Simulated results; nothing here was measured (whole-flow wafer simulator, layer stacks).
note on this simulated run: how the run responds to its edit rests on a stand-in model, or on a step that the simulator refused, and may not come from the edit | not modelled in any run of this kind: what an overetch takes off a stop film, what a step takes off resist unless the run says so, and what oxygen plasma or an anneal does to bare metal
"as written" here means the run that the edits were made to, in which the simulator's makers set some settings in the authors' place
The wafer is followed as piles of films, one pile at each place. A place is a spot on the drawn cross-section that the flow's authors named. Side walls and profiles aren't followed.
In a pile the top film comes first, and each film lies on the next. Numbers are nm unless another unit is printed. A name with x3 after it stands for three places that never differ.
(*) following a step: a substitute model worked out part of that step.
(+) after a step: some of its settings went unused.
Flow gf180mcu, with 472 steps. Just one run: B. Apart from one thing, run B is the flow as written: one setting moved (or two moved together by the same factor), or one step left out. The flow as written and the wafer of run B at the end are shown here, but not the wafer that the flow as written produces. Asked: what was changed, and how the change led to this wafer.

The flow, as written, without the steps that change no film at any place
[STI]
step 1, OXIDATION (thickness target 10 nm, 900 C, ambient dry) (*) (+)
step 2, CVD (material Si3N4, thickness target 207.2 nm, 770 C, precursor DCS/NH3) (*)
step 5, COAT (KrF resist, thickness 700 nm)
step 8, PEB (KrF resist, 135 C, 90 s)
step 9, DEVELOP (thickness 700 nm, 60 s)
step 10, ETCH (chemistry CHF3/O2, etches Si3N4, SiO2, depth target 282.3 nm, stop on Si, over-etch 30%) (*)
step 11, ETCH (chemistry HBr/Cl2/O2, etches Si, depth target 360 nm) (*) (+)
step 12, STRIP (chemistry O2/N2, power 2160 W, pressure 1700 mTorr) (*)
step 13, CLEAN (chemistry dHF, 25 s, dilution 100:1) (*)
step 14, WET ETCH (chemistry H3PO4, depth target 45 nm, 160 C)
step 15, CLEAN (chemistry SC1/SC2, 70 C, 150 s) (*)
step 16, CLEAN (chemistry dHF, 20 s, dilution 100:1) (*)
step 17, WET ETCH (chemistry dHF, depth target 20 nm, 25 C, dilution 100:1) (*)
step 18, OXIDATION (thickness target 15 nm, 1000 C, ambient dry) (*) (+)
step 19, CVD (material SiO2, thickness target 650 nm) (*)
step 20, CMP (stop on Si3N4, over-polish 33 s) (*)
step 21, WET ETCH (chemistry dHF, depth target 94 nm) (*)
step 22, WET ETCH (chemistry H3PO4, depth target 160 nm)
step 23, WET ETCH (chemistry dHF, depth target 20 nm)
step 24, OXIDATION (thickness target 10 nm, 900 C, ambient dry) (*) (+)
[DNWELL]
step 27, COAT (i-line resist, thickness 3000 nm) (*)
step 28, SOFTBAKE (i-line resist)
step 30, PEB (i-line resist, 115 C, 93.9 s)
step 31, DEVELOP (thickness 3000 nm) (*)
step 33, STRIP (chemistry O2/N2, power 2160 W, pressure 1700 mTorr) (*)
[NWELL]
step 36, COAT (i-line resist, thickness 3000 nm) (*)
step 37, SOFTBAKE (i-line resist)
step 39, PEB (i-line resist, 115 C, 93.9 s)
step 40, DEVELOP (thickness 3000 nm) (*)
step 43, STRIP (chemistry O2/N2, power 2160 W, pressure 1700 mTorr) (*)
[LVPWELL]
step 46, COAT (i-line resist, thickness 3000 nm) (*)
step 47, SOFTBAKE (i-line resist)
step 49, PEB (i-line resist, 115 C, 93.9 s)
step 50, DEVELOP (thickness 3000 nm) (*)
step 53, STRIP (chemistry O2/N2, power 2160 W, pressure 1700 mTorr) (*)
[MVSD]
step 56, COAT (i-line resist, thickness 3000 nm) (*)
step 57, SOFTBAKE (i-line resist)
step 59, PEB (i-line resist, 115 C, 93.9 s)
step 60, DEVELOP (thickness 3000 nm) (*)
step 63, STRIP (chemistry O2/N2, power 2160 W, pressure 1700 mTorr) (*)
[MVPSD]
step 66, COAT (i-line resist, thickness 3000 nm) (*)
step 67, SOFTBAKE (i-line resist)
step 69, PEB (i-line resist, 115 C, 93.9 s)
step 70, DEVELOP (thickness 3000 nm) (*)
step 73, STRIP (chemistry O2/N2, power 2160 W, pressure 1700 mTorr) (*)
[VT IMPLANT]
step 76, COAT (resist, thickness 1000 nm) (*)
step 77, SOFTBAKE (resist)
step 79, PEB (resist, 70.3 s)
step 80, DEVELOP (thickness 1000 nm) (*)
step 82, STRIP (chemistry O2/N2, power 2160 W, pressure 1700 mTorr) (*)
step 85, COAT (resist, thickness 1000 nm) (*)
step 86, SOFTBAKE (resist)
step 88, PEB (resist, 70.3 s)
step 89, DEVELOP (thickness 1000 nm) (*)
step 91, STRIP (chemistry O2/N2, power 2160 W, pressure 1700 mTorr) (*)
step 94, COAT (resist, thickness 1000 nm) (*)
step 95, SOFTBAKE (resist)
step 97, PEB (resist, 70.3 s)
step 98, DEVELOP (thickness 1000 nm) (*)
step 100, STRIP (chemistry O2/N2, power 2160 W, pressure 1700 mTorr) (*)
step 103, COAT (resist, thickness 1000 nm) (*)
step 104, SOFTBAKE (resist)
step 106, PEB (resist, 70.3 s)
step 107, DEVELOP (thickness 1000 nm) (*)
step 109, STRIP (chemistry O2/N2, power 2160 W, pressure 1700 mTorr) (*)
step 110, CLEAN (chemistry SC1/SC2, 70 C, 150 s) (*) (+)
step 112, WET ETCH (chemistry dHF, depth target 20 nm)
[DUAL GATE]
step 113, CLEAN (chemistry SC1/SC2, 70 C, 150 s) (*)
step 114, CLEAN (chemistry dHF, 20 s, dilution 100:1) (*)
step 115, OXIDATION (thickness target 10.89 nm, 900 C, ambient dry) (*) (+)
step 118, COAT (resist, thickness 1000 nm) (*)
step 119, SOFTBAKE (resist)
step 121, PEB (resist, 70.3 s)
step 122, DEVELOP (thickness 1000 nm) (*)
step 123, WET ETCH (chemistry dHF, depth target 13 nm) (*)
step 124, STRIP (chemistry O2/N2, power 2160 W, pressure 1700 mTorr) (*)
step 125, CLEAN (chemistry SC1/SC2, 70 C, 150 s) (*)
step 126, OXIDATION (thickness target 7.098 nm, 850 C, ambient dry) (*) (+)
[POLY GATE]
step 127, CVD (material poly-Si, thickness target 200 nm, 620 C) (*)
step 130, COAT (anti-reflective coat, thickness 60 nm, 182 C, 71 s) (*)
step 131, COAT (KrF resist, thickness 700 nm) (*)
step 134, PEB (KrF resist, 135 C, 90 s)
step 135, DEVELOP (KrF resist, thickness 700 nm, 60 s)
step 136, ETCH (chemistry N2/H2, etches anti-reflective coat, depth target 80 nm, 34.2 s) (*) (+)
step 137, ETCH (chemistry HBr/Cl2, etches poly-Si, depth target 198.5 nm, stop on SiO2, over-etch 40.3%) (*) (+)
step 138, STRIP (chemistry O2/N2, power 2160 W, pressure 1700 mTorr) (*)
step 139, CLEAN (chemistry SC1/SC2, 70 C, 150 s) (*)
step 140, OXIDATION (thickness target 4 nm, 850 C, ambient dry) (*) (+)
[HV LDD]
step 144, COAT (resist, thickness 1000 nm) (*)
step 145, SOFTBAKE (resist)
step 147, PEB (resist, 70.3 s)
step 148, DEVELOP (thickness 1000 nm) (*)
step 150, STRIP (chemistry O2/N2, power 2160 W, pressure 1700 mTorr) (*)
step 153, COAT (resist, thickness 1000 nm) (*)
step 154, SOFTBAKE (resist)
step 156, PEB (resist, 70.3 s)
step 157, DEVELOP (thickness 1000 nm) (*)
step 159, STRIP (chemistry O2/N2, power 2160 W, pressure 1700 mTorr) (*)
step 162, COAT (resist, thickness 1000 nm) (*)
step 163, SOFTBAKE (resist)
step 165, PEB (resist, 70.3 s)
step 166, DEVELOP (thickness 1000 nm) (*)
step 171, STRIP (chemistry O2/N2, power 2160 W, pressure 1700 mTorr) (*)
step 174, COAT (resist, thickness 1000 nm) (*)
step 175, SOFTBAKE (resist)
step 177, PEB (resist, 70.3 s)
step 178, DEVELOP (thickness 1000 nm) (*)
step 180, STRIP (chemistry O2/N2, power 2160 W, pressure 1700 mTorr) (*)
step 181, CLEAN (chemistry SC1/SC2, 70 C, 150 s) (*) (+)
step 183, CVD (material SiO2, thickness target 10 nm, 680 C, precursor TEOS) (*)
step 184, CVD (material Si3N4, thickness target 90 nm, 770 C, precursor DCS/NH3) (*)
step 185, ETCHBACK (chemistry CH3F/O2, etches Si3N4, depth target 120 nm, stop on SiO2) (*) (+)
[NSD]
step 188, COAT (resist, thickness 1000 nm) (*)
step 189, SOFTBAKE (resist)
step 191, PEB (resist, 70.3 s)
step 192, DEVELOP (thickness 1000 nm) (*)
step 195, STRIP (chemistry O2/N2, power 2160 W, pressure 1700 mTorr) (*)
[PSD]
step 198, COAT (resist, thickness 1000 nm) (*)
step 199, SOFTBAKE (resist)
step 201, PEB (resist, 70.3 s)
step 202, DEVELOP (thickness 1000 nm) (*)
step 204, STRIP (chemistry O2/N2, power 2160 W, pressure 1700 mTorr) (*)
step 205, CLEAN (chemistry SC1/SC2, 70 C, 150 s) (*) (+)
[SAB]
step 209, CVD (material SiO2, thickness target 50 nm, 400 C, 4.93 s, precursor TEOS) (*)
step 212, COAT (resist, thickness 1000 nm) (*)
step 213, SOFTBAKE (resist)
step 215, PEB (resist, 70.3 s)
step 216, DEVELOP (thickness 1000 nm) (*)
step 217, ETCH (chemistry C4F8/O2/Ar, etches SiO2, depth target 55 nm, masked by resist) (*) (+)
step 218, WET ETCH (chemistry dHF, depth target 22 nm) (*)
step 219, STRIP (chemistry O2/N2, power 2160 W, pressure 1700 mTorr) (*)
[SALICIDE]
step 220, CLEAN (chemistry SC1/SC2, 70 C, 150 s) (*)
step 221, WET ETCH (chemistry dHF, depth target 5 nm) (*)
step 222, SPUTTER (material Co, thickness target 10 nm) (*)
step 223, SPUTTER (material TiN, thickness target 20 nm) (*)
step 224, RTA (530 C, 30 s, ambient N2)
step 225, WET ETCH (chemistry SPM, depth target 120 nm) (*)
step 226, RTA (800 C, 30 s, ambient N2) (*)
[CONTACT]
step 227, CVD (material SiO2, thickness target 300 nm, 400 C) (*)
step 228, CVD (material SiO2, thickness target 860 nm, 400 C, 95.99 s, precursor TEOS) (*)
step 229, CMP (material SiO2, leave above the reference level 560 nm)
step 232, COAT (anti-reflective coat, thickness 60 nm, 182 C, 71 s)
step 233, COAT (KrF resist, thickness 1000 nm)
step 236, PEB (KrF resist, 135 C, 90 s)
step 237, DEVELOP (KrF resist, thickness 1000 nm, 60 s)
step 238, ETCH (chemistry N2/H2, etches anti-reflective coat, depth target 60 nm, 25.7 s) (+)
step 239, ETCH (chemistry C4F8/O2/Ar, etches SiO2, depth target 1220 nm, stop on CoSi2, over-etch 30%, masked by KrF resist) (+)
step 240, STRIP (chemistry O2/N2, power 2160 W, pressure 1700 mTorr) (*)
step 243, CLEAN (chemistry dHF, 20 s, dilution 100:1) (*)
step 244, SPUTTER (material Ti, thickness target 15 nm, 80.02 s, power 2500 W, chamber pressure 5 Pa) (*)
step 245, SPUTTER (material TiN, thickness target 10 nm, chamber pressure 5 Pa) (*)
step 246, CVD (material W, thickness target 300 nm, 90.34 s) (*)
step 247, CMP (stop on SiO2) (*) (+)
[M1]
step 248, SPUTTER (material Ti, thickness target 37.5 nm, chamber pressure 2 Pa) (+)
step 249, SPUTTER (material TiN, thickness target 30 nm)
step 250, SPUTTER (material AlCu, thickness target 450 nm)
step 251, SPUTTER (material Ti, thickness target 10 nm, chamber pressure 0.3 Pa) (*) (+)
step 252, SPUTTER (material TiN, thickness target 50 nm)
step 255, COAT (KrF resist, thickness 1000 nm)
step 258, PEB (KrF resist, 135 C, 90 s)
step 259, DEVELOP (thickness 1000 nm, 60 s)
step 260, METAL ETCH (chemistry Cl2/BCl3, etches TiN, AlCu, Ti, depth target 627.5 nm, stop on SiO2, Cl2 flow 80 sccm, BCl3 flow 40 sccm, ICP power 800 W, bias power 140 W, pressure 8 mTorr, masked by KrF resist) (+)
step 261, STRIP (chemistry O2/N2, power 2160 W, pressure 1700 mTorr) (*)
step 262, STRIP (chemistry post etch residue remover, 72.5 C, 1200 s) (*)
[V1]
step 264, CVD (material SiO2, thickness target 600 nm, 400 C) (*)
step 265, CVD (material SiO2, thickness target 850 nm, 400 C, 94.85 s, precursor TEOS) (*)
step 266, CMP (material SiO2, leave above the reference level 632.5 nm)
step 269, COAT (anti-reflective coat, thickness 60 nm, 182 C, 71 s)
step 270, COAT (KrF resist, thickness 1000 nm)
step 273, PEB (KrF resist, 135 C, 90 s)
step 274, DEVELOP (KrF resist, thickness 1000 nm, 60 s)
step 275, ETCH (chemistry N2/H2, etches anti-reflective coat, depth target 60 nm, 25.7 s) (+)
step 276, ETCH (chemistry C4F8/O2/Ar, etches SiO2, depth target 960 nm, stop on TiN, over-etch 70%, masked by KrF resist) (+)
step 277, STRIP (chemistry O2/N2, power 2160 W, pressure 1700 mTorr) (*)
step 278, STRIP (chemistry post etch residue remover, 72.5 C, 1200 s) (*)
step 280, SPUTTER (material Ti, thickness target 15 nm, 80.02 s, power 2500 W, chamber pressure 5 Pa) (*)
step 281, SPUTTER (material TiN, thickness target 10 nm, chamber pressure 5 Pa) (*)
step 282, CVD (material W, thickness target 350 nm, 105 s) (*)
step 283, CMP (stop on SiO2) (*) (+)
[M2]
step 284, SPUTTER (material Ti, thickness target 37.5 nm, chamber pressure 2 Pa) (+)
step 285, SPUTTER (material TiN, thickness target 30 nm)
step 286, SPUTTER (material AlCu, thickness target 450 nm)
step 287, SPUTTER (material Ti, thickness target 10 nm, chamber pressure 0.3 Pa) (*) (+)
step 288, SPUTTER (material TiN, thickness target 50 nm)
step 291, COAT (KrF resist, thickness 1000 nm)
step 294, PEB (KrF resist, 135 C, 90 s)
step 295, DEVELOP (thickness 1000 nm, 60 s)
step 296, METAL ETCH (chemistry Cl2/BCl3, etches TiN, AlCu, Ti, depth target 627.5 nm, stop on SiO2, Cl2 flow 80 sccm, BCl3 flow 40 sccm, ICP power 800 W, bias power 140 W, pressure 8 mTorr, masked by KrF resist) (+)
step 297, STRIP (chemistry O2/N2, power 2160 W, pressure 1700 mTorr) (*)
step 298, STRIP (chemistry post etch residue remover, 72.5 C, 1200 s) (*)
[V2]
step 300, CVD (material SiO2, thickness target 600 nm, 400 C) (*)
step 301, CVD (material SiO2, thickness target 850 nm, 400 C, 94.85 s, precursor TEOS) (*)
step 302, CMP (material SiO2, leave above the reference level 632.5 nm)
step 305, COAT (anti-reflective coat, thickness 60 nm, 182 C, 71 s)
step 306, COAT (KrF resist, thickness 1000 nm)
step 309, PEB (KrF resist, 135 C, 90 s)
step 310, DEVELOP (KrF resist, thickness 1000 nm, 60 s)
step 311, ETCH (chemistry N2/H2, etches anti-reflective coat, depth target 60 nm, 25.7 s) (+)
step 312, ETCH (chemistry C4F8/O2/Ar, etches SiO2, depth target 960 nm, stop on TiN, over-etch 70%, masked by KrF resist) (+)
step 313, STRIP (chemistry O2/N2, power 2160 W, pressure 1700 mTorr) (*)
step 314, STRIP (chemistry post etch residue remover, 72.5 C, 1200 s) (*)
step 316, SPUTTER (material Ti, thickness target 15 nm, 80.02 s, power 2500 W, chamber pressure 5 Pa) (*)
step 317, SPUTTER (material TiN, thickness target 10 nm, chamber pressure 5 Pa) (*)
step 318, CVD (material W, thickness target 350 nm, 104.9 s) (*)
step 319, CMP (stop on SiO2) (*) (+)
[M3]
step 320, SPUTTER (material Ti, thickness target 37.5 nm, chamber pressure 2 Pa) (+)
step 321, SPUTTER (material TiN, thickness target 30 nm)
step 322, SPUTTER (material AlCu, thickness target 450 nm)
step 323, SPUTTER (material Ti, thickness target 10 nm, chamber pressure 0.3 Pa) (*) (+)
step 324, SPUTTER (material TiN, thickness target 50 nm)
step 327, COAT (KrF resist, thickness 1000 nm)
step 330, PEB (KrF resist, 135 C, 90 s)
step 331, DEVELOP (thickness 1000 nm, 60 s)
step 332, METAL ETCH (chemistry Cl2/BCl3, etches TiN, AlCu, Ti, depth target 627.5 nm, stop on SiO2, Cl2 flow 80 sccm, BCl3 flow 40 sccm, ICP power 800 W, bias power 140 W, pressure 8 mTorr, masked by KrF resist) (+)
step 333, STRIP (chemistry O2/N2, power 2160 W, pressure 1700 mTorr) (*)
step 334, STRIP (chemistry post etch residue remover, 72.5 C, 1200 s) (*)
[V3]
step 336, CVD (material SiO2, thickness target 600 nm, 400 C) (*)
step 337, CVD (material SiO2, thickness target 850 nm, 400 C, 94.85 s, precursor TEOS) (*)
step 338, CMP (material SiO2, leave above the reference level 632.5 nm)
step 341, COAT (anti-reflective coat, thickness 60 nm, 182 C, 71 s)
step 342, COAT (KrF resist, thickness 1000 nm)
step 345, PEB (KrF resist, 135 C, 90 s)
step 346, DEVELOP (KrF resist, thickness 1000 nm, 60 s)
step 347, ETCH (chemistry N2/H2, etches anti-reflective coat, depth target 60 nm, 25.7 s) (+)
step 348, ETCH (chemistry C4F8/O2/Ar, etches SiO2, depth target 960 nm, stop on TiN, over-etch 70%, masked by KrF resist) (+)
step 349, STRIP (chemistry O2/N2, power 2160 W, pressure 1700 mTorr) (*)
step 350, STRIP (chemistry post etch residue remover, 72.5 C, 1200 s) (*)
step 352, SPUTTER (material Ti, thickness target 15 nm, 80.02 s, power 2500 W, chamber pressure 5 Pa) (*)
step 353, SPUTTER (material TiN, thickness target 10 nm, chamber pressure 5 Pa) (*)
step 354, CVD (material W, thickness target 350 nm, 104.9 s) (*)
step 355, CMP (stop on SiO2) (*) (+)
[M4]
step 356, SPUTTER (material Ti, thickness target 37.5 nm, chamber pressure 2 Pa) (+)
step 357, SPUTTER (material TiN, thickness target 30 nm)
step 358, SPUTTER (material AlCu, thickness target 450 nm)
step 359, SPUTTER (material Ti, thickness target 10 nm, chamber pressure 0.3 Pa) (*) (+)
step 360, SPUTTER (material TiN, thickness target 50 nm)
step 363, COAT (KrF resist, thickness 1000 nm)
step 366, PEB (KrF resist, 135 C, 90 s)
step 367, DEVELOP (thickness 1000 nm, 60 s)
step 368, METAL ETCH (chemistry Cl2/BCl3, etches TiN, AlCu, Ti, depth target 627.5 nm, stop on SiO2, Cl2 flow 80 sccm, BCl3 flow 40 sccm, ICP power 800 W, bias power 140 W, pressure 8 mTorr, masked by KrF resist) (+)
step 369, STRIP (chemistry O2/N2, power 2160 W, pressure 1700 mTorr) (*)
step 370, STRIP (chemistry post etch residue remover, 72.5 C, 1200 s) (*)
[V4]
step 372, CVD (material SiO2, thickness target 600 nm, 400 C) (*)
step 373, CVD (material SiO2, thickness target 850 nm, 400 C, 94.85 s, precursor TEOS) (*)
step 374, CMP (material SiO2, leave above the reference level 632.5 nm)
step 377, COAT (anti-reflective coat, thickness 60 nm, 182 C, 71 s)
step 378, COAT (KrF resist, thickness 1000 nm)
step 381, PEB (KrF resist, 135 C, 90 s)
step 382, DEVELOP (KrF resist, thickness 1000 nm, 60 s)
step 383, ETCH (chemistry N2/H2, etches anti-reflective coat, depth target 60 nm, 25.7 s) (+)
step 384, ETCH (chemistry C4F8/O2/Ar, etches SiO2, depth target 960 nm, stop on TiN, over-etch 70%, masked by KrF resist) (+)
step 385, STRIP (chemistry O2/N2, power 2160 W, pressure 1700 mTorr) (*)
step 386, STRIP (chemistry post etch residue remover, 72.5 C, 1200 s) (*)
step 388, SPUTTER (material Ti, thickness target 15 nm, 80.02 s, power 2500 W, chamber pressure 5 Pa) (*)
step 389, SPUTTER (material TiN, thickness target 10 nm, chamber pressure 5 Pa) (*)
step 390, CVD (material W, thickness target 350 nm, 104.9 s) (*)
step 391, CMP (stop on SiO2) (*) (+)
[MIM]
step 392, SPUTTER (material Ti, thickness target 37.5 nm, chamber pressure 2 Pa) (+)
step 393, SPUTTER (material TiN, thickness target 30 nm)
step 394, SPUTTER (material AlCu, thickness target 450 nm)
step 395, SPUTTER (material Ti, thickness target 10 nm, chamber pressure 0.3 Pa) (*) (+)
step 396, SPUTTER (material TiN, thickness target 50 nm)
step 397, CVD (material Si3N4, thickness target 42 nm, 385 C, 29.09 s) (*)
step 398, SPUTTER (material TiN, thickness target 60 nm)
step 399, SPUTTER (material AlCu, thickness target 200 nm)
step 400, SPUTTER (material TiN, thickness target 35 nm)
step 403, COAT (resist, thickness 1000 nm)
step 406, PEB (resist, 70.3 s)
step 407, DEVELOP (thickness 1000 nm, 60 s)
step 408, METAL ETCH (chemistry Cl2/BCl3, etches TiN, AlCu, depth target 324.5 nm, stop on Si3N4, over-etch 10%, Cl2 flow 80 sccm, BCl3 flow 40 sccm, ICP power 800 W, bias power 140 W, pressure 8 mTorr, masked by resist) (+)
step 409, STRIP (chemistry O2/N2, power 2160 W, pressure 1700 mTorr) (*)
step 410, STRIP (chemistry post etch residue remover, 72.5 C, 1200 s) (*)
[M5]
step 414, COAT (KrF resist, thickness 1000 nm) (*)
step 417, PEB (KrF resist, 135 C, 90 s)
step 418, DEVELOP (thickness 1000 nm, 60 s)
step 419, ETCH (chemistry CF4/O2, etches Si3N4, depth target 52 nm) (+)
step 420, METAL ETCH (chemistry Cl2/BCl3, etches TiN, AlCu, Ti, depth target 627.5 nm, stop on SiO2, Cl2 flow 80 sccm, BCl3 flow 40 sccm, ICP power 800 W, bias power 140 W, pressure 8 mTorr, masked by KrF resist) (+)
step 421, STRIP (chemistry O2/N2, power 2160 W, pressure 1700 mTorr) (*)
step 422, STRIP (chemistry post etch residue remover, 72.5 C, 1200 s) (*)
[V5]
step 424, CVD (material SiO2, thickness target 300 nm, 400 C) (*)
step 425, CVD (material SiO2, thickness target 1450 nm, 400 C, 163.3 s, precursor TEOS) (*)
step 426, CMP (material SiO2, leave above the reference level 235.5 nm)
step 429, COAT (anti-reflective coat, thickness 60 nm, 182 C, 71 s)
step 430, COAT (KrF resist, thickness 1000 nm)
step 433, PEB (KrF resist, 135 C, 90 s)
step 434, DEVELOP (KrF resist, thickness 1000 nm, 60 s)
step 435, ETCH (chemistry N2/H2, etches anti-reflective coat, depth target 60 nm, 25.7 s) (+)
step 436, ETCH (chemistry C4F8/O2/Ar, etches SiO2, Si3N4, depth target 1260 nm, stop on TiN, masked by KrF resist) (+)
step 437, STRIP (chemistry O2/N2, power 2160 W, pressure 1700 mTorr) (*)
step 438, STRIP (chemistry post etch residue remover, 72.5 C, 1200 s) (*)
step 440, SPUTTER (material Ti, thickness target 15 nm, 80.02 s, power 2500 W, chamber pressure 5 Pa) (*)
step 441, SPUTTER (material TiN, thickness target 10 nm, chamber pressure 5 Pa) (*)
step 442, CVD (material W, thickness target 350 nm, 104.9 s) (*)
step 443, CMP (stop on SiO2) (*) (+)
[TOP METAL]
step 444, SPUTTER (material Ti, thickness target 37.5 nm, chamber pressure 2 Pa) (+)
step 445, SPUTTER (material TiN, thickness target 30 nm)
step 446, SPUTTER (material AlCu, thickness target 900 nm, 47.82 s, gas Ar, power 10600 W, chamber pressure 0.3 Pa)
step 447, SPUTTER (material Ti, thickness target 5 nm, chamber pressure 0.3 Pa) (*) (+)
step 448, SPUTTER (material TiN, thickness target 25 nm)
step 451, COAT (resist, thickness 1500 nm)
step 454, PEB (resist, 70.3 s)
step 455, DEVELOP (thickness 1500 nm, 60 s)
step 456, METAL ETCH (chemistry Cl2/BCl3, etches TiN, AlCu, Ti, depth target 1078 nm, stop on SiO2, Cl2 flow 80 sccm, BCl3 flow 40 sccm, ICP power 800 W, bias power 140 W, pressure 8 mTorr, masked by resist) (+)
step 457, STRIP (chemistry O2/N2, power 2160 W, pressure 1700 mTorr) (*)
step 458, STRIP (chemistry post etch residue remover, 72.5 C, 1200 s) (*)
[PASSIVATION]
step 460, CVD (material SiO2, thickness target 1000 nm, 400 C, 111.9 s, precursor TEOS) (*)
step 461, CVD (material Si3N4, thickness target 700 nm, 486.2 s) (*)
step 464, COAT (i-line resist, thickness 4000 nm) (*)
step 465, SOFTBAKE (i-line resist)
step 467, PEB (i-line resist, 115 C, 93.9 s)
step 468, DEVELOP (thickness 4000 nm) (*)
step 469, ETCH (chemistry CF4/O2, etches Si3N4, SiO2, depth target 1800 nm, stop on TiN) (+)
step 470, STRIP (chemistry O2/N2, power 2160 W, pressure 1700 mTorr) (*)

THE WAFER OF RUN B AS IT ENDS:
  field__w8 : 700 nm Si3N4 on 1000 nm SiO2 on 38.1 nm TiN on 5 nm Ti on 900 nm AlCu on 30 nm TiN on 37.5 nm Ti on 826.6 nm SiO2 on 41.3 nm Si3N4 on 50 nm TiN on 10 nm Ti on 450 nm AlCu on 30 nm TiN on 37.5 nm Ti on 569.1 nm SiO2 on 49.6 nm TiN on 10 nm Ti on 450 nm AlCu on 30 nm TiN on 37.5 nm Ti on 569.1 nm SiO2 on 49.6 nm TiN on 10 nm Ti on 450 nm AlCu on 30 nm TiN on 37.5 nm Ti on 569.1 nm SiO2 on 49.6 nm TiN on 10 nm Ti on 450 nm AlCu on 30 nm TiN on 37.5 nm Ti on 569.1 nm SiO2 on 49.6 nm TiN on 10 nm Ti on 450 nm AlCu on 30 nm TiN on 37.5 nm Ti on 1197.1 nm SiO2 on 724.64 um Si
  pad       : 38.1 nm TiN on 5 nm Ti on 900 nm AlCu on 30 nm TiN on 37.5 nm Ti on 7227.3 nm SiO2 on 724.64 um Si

What caused this: step 448, SPUTTER: thickness target 38.5 nm was run, though the flow has thickness target 25 nm.

The path from the change to this, step by step:
  step 448, SPUTTER (material TiN, thickness target 25 nm)
      field, field__w1, field__w2 and 109 more: TiN gains 38.5 (new film) (in the flow as written it would be: TiN gains 25 (new film))
  step 456, METAL ETCH (chemistry Cl2/BCl3, etches TiN, AlCu, Ti, depth target 1078 nm, stop on SiO2, Cl2 flow 80 sccm, BCl3 flow 40 sccm, ICP power 800 W, bias power 140 W, pressure 8 mTorr, masked by resist) (+)
      field, field__w1, field__w2 and 103 more: TiN loses 38.5 (all of it), Ti loses 5 (all of it), AlCu loses 900 (all of it), TiN loses 30 (all of it), Ti loses 37.5 (all of it) (in the flow as written it would be: TiN loses 25 (all of it), Ti loses 5 (all of it), AlCu loses 900 (all of it), TiN loses 30 (all of it), Ti loses 37.5 (all of it))
  step 465, SOFTBAKE (i-line resist)
      gate: i-line resist loses 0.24 (in the flow as written it would be: i-line resist gains 1.79)
      ld_acc_p, ld_fp_p, ld_drift_p: i-line resist gains 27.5 (in the flow as written it would be: i-line resist gains 33.8)
      (also at 57 further places)
